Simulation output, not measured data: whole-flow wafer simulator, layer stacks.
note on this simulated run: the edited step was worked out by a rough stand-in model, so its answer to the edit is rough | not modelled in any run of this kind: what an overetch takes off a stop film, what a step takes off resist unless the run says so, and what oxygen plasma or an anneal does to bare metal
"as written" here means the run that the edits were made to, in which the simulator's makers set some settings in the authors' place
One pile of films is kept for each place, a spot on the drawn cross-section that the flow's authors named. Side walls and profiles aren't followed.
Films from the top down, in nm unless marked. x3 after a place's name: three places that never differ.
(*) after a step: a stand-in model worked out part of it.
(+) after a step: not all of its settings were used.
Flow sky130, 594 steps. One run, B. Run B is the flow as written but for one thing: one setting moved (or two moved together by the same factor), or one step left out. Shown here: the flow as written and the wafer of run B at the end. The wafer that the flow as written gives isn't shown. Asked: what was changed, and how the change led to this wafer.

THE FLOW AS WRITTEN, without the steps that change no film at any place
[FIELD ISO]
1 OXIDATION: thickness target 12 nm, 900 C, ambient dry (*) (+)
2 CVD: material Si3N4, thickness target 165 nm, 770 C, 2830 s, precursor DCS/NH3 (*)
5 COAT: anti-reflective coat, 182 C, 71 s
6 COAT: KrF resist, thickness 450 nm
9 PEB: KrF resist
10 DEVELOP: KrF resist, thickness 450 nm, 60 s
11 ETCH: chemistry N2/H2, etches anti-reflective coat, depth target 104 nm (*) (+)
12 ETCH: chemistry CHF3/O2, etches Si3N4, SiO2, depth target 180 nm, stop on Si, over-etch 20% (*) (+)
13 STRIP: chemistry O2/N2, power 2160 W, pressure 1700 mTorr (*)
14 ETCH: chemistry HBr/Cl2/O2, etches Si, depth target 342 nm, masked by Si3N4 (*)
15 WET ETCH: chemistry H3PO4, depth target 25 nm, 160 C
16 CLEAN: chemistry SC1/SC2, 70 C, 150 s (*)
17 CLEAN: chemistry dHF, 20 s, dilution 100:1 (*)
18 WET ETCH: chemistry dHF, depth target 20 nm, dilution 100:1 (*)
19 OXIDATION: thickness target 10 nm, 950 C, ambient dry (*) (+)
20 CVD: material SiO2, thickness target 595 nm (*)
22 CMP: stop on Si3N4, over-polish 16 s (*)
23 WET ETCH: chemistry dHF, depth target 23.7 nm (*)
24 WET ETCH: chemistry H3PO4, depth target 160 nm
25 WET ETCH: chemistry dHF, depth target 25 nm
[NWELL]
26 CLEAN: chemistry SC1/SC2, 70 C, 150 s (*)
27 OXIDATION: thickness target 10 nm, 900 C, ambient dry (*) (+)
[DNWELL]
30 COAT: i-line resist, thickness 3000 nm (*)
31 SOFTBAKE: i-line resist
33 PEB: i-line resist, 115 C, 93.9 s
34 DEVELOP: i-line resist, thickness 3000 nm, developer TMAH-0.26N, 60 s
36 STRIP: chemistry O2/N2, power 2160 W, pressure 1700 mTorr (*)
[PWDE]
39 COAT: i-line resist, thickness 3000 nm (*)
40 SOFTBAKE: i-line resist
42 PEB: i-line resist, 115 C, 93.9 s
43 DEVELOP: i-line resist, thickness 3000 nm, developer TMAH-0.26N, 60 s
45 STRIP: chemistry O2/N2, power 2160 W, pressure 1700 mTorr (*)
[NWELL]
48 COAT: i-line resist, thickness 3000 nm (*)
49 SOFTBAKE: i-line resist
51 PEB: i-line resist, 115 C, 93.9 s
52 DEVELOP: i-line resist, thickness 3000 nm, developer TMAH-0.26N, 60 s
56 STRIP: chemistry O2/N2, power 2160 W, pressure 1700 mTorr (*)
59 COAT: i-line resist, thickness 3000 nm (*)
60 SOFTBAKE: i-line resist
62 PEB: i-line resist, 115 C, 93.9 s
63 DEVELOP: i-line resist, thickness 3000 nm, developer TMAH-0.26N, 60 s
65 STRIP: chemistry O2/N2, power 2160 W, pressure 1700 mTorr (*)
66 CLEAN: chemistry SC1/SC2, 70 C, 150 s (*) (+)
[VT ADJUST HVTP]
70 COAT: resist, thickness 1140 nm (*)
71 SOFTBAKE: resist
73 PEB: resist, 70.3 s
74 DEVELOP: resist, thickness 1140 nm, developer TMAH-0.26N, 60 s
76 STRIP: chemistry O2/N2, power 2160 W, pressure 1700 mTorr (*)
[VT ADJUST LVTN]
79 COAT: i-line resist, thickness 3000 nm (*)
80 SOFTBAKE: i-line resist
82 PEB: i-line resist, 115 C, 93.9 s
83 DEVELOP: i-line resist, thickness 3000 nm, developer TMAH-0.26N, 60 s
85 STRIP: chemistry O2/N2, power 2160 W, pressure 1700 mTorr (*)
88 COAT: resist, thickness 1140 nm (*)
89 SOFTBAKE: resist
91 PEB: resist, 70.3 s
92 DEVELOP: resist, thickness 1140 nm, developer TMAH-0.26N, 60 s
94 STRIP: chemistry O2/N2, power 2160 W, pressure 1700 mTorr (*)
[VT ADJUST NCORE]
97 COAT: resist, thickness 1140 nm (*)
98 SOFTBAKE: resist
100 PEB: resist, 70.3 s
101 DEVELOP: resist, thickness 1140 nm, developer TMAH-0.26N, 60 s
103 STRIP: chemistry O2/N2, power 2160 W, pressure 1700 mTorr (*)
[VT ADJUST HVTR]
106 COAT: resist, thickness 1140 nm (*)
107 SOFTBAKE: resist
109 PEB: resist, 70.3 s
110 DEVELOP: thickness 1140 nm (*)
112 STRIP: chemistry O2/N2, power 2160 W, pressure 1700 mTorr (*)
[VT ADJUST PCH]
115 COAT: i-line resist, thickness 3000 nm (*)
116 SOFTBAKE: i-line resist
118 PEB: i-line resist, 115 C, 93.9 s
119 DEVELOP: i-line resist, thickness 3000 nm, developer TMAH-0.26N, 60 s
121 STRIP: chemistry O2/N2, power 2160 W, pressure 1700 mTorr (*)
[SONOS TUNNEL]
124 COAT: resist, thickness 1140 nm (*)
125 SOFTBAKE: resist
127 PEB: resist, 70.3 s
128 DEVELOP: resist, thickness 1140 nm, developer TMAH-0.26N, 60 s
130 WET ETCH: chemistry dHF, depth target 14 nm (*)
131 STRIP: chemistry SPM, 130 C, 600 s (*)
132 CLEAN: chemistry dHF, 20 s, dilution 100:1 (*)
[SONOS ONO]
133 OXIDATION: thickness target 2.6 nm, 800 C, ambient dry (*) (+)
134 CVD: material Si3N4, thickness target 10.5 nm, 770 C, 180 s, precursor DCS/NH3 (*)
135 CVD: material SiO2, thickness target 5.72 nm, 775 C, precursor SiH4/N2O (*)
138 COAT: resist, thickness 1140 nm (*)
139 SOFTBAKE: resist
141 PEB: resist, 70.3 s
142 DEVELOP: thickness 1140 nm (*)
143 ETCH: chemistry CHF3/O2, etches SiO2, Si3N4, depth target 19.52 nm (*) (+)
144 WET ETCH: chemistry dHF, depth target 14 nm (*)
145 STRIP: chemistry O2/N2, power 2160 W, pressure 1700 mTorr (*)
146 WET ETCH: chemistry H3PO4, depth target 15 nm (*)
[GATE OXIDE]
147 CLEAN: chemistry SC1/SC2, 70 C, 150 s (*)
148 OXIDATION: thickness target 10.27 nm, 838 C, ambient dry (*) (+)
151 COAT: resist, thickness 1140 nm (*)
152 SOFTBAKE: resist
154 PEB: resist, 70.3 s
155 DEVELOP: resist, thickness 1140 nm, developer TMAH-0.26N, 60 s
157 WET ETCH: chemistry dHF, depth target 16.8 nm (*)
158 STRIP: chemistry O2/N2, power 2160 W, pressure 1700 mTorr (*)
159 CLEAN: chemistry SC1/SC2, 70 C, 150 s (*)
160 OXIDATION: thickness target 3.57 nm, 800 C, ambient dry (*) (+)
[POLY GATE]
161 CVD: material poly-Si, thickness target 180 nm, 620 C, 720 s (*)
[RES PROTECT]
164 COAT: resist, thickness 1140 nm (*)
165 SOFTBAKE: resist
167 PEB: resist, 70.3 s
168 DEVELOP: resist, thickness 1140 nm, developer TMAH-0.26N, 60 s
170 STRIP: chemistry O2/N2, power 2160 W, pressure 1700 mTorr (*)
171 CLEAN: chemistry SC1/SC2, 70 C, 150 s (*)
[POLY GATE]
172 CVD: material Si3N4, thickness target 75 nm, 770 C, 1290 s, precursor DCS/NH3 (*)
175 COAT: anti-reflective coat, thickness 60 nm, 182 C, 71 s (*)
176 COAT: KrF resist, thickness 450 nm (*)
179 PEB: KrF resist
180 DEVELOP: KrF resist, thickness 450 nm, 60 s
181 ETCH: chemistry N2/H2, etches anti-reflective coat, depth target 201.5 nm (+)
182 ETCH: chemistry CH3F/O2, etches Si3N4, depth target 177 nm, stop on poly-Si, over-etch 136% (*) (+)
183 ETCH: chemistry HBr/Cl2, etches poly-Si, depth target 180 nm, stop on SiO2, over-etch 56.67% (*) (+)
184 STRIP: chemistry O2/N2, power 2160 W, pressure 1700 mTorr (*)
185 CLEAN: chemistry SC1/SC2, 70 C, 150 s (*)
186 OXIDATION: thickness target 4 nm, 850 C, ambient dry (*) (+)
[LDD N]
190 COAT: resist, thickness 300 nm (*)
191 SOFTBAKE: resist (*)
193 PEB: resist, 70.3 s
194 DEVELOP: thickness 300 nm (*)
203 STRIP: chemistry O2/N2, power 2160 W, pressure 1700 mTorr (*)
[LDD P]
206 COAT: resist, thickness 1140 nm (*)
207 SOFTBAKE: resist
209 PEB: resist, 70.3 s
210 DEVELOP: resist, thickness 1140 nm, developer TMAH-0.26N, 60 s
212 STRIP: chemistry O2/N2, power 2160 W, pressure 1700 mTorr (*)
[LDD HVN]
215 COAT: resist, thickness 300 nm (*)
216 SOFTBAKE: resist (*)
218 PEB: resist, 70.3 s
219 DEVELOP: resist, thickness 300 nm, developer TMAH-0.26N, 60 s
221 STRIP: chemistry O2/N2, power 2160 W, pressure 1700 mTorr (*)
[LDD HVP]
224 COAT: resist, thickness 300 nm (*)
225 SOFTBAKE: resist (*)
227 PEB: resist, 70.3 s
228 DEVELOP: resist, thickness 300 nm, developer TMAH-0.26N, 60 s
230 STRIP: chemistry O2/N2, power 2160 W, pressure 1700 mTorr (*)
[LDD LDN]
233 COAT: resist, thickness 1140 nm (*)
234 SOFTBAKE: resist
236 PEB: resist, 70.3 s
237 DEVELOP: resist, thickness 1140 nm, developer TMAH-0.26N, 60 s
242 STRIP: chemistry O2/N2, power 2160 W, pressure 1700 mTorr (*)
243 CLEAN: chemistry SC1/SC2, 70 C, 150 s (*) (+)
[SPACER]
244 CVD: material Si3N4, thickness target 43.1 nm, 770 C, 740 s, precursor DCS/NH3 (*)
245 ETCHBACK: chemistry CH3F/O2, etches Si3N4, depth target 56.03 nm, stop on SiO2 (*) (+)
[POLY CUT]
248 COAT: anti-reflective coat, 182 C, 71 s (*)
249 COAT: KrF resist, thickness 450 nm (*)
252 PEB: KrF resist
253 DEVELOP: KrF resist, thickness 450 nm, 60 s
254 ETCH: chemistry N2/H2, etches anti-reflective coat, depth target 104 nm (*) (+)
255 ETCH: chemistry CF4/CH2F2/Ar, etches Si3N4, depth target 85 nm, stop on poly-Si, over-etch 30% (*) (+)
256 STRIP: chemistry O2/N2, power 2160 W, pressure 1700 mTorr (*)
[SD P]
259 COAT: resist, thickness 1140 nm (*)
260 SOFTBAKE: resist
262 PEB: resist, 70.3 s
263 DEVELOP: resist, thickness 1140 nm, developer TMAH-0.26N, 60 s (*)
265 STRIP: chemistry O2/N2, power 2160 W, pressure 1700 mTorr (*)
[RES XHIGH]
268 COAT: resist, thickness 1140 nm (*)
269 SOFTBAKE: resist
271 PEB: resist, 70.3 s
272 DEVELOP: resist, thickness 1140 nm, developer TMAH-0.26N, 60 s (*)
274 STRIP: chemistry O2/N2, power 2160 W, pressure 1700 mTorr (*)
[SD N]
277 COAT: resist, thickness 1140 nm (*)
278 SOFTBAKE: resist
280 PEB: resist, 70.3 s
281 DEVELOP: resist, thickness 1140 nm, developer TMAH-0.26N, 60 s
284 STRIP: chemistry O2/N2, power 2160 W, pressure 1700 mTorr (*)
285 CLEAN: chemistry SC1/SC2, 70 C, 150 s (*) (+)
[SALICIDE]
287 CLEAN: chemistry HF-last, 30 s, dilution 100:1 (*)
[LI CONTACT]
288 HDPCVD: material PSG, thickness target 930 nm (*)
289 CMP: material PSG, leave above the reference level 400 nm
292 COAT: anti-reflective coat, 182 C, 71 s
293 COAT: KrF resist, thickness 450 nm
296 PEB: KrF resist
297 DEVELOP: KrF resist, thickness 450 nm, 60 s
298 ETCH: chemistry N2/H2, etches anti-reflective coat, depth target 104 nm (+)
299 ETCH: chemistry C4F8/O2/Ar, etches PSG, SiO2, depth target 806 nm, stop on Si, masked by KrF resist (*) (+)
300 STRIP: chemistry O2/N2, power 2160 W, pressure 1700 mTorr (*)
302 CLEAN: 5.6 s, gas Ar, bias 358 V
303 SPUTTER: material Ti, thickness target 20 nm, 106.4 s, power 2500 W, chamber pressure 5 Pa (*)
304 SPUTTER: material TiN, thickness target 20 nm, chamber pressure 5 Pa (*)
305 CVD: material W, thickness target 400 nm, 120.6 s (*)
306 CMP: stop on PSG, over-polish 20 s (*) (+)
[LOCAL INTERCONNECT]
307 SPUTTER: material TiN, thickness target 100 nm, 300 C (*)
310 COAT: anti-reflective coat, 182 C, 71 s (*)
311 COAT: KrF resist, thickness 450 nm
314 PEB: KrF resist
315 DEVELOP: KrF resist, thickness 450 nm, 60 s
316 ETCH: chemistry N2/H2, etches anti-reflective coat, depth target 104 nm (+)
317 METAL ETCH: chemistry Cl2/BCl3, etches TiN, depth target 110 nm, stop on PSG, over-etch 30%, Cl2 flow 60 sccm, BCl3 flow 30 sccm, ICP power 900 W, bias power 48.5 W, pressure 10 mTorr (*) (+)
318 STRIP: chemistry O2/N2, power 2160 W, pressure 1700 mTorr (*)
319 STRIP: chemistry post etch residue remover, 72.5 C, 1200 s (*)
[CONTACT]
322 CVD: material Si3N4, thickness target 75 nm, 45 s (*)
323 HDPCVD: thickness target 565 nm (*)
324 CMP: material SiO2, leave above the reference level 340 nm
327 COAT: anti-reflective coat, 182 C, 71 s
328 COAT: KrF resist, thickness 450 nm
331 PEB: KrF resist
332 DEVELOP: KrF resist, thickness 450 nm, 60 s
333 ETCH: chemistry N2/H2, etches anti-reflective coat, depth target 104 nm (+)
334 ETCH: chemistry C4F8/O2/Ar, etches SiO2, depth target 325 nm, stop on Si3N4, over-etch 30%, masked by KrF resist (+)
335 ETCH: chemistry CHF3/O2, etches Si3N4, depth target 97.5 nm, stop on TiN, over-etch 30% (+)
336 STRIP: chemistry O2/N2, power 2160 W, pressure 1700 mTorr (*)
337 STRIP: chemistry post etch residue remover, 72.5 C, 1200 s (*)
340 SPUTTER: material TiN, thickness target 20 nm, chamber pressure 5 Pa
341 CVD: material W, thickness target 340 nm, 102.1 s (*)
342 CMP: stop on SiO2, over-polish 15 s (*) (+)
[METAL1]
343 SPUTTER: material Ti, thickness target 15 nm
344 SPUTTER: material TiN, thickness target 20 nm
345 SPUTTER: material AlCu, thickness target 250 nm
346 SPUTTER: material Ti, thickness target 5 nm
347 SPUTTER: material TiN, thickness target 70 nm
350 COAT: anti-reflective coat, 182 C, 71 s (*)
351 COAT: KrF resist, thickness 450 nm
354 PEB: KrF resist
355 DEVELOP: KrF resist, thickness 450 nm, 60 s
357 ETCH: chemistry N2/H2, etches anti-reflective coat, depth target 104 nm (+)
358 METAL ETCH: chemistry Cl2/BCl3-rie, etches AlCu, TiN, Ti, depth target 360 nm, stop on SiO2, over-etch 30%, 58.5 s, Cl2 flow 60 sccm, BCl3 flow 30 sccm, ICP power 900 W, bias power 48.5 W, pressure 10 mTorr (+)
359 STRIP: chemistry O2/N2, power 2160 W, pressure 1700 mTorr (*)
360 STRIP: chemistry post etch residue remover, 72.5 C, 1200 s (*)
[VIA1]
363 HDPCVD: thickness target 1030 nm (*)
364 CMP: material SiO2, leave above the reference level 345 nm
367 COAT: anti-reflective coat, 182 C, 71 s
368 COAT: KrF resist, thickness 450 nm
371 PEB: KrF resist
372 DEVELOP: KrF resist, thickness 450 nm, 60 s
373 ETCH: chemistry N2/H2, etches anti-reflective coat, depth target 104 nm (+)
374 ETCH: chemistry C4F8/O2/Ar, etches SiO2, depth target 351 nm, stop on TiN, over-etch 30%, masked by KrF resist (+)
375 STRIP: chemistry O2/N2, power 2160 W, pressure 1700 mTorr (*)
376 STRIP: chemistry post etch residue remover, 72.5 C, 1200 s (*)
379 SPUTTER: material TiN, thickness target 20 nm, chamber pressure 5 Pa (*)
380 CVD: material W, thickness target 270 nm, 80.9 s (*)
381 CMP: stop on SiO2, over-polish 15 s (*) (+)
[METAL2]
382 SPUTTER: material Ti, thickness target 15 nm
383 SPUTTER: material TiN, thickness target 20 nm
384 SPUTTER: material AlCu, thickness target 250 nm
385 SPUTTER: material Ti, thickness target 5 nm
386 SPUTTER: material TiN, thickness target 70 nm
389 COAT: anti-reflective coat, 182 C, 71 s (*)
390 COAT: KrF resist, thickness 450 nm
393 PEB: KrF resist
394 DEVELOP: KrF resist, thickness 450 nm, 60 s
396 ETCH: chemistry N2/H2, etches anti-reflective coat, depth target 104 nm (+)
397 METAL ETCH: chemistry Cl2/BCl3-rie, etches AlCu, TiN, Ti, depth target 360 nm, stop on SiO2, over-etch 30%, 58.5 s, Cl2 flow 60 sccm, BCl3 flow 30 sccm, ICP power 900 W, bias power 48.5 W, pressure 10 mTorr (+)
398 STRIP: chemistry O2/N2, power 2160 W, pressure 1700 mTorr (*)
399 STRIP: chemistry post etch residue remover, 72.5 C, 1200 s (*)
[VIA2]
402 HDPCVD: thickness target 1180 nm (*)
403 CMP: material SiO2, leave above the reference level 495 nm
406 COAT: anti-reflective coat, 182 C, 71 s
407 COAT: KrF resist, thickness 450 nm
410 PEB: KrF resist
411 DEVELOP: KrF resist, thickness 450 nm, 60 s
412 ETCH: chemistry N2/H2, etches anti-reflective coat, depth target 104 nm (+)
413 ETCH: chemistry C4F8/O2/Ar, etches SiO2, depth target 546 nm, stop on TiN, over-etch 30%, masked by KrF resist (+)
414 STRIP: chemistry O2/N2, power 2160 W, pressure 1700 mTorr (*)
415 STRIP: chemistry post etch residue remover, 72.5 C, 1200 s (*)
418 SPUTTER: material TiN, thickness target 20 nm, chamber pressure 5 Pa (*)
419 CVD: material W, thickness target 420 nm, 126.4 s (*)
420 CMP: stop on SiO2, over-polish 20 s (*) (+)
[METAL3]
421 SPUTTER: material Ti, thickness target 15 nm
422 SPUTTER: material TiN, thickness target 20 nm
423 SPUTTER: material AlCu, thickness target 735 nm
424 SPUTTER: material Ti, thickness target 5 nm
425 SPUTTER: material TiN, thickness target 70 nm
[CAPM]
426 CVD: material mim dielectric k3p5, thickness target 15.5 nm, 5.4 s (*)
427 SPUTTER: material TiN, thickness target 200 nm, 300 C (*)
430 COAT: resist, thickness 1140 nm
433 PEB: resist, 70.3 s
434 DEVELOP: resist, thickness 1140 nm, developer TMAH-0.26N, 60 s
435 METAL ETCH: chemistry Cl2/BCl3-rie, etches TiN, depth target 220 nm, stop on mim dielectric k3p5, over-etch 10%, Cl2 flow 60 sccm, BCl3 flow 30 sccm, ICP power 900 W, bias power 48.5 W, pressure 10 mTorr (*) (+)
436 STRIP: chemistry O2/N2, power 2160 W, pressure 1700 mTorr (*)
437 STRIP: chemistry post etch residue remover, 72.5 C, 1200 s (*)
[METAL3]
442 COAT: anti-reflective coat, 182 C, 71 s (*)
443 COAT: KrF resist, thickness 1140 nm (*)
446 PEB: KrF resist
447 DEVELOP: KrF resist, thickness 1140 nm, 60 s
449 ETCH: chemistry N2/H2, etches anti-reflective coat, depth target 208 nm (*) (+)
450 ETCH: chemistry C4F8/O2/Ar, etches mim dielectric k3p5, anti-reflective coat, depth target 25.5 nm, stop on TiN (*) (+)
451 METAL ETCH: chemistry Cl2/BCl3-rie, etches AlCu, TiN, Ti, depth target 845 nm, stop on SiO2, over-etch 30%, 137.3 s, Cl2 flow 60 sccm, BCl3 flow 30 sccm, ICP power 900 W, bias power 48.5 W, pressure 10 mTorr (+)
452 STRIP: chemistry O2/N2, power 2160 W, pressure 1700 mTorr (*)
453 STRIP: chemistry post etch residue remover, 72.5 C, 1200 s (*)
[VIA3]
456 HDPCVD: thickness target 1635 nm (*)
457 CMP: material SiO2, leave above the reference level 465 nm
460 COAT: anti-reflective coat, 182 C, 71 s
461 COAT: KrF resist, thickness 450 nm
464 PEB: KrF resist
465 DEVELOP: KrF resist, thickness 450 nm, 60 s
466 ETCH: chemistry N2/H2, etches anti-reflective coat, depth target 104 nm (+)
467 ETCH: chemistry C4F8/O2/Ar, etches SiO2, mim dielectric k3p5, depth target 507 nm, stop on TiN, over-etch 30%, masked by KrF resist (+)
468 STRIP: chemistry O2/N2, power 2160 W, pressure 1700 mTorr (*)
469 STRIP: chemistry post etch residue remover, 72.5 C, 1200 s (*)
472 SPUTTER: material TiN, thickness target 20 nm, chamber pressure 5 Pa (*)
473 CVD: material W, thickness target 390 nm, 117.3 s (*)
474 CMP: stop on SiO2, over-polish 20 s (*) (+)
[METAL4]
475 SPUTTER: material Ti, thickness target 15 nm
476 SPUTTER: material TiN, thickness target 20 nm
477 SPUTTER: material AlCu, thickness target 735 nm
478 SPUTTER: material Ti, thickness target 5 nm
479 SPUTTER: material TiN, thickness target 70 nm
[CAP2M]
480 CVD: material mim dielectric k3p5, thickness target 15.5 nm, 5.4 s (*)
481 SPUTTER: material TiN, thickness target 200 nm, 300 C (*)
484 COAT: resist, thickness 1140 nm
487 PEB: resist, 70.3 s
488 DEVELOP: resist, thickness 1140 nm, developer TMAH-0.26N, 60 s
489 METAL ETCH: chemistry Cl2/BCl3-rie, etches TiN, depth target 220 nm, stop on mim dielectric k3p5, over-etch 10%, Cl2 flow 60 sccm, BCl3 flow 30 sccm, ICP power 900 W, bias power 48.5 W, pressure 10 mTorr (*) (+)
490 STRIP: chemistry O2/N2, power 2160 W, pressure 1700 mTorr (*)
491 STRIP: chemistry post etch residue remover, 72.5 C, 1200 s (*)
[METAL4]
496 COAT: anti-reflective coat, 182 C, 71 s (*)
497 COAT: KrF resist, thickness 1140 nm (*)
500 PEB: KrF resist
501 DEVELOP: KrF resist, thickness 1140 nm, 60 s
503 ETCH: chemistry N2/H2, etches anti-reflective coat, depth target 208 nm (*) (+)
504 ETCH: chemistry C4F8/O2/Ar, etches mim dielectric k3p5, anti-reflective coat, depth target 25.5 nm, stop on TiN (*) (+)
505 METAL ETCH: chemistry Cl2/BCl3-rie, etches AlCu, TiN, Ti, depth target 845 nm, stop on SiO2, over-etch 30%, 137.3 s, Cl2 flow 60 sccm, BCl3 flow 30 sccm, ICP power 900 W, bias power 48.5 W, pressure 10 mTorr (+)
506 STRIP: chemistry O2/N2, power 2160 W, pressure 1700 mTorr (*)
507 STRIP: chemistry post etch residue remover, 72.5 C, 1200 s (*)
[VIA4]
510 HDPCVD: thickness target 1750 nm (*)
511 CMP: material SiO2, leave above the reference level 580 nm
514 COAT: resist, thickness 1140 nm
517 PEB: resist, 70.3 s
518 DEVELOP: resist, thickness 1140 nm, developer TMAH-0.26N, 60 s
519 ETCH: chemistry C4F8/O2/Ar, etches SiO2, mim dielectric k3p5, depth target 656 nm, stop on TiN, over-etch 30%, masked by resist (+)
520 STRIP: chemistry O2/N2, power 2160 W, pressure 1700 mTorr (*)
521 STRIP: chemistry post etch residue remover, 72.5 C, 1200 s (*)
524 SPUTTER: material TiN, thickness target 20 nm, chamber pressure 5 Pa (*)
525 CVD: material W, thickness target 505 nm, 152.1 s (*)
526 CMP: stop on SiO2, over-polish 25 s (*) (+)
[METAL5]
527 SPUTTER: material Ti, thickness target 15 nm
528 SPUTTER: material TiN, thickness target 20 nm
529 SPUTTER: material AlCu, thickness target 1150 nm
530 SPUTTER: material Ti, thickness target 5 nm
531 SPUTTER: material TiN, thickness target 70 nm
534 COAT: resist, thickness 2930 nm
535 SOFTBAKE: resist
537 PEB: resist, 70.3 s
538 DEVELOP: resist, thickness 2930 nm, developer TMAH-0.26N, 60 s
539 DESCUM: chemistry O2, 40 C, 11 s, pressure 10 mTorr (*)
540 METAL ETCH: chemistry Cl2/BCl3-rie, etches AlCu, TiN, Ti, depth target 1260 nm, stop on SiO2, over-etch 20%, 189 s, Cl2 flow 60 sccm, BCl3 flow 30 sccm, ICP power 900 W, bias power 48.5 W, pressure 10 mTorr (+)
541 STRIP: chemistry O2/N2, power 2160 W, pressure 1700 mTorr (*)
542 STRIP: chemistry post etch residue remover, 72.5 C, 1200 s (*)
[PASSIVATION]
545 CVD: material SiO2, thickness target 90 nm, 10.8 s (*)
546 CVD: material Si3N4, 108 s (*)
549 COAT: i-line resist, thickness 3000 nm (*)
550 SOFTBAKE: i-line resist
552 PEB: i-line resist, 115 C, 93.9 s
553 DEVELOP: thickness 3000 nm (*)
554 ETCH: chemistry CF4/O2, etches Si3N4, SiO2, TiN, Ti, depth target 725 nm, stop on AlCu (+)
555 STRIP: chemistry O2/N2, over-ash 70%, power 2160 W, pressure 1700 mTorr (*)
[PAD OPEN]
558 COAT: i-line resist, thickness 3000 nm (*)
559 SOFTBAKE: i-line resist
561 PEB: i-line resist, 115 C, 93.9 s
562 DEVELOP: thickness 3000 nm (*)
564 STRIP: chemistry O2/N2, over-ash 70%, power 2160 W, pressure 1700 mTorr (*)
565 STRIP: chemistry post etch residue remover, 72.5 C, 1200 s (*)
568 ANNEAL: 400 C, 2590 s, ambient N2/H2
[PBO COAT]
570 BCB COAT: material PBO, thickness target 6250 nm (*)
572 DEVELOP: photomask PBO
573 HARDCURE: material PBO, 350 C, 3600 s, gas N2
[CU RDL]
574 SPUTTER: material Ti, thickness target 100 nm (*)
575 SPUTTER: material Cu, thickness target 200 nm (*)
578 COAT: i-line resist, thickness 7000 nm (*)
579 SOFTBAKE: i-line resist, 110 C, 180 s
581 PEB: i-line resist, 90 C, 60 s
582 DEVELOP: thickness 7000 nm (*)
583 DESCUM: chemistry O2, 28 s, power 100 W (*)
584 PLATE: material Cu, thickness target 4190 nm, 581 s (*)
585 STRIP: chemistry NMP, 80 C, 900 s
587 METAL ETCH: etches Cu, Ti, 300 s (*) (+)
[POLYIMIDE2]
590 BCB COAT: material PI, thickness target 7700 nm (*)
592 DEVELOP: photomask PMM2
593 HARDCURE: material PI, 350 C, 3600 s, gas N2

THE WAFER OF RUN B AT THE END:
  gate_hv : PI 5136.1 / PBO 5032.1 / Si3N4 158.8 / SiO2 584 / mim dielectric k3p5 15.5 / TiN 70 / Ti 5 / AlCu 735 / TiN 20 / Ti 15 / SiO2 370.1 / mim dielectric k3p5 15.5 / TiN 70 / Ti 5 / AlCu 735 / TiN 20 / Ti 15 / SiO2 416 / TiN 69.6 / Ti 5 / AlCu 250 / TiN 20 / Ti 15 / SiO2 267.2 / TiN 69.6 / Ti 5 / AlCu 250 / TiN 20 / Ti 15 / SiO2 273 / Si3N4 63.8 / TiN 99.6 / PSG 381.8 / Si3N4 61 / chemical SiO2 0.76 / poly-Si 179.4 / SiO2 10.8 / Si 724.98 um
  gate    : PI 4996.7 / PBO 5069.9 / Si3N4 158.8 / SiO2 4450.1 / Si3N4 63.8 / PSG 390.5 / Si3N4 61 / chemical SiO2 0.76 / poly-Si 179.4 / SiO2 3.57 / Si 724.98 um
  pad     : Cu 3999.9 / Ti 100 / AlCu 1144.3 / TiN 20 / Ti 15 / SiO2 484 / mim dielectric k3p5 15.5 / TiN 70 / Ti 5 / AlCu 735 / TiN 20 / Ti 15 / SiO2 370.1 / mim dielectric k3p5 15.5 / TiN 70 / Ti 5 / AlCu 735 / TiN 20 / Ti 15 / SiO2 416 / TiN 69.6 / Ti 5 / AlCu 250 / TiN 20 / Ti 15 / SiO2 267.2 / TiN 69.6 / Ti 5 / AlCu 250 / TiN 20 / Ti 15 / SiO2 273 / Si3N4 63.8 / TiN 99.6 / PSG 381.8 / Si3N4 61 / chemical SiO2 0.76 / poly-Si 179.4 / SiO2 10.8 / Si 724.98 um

The cause: step 322, CVD: thickness target 63.8 nm was run, where the flow has thickness target 75 nm; step 322, CVD: 38.2 s was run, where the flow has 45 s.
It can be read off the wafer: gate_hv has Si3N4 63.8, and step 322 as written asks for 75 nm.

How the change led to this, step by step:
  322 CVD: material Si3N4, thickness target 75 nm, 45 s (*)
      field, active, n_well and 188 more: Si3N4 +63.8 (new film) (as written it would be: Si3N4 +75 (new film))
  324 CMP: material SiO2, leave above the reference level 340 nm
      n_well, p_well, gate_hv and 93 more: SiO2 -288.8 (as written it would be: SiO2 -300)
      field, active, gate and 88 more: SiO2 -189.2 (as written it would be: SiO2 -200.4)
      (and at 4 more places)
  334 ETCH: chemistry C4F8/O2/Ar, etches SiO2, depth target 325 nm, stop on Si3N4, over-etch 30%, masked by KrF resist (+)
      poly_licon, ndiff_licon, ndiff_licon_cpp, rpo_hd_licon: SiO2 -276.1 (all of it) (as written it would be: SiO2 -264.9 (all of it))
  335 ETCH: chemistry CHF3/O2, etches Si3N4, depth target 97.5 nm, stop on TiN, over-etch 30% (+)
      field, active, n_well and 184 more: KrF resist -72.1 (as written it would be: KrF resist -84.8)
      poly_licon, ndiff_licon, ndiff_licon_cpp, rpo_hd_licon: Si3N4 -63.8 (all of it) (as written it would be: Si3N4 -75 (all of it))
  336 STRIP: chemistry O2/N2, power 2160 W, pressure 1700 mTorr (*)
      field, active, n_well and 184 more: KrF resist -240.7 (all of it), anti-reflective coat -80 (all of it) (as written it would be: KrF resist -228 (all of it), anti-reflective coat -80 (all of it))
